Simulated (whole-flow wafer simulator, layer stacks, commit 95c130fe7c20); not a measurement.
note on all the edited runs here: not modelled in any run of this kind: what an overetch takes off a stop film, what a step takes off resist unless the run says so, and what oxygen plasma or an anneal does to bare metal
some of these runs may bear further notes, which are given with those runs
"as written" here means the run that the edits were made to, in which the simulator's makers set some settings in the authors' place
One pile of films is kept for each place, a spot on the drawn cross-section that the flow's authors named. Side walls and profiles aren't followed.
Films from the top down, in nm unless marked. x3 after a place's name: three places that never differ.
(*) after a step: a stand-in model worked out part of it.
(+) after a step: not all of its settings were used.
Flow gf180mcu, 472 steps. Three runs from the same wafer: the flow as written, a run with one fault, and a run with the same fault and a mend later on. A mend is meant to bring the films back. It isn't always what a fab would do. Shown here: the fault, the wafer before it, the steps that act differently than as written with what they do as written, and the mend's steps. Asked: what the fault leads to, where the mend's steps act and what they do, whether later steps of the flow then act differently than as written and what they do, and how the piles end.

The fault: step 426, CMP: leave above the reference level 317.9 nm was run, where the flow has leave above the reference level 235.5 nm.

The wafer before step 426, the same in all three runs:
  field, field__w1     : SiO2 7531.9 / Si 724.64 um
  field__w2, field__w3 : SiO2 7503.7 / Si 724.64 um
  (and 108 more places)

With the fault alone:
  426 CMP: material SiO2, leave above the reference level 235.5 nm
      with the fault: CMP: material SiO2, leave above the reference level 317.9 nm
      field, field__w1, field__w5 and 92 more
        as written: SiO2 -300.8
        with the fault: SiO2 -218.4
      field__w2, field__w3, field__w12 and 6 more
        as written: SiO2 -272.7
        with the fault: SiO2 -190.3
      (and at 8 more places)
  Later steps of the flow that act differently than as written (2 more steps differ only slightly, by at most 2% or 0.5 nm, whichever is larger, and aren't shown):
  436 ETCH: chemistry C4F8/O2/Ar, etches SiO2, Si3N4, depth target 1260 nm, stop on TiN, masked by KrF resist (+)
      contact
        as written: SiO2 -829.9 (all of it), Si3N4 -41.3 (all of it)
        with the fault: SiO2 -912.3 (all of it), Si3N4 -41.3 (all of it)
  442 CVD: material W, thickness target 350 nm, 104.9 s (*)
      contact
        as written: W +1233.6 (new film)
        with the fault: W +1316.6 (new film)
  At the end the piles differ from the flow's by more than 2% or 0.5 nm, whichever is larger, at field__w4, field__w8, contact, m1, m1__w1, mim, mim_1p0, m1_nw.
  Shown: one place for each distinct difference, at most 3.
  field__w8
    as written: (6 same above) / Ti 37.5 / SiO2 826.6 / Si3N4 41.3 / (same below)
    with the fault: (6 same above) / Ti 37.5 / SiO2 909 / Si3N4 41.3 / (same below)
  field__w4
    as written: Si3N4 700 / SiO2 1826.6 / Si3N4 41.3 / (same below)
    with the fault: Si3N4 700 / SiO2 1909 / Si3N4 41.3 / (same below)
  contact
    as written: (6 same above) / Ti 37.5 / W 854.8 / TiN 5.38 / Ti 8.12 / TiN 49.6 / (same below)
    with the fault: (6 same above) / Ti 37.5 / W 937.8 / TiN 5.13 / Ti 7.75 / TiN 49.6 / (same below)

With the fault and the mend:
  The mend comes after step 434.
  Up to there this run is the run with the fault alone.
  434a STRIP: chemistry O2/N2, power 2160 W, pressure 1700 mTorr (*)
      field, field__w1, field__w2 and 108 more
        KrF resist -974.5 (all of it), anti-reflective coat -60 (all of it)
      contact
        anti-reflective coat -60 (all of it)
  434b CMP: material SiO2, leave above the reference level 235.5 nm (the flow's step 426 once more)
      field, field__w1, field__w2 and 109 more
        SiO2 -82.4
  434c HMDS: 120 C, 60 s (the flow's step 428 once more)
      changes no film at any place that is followed
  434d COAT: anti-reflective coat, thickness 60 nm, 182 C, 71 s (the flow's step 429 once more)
      field, field__w1, field__w2 and 109 more
        anti-reflective coat +60 (new film)
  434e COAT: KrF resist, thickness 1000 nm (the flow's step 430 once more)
      field, field__w1, field__w2 and 109 more
        KrF resist +1000 (new film)
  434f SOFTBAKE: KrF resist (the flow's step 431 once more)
      changes no film at any place that is followed
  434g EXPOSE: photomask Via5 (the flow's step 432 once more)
      changes no film at any place that is followed
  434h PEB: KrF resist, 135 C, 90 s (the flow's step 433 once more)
      field, field__w1, field__w2 and 109 more
        KrF resist -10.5
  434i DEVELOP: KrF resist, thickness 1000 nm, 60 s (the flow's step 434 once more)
      field, field__w1, field__w2 and 108 more
        KrF resist -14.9
      contact
        KrF resist -989.5 (all of it)
  No later step of the flow acts differently than as written at any place that is followed.
  At the end the piles are the same as the flow's at every place that both follow.
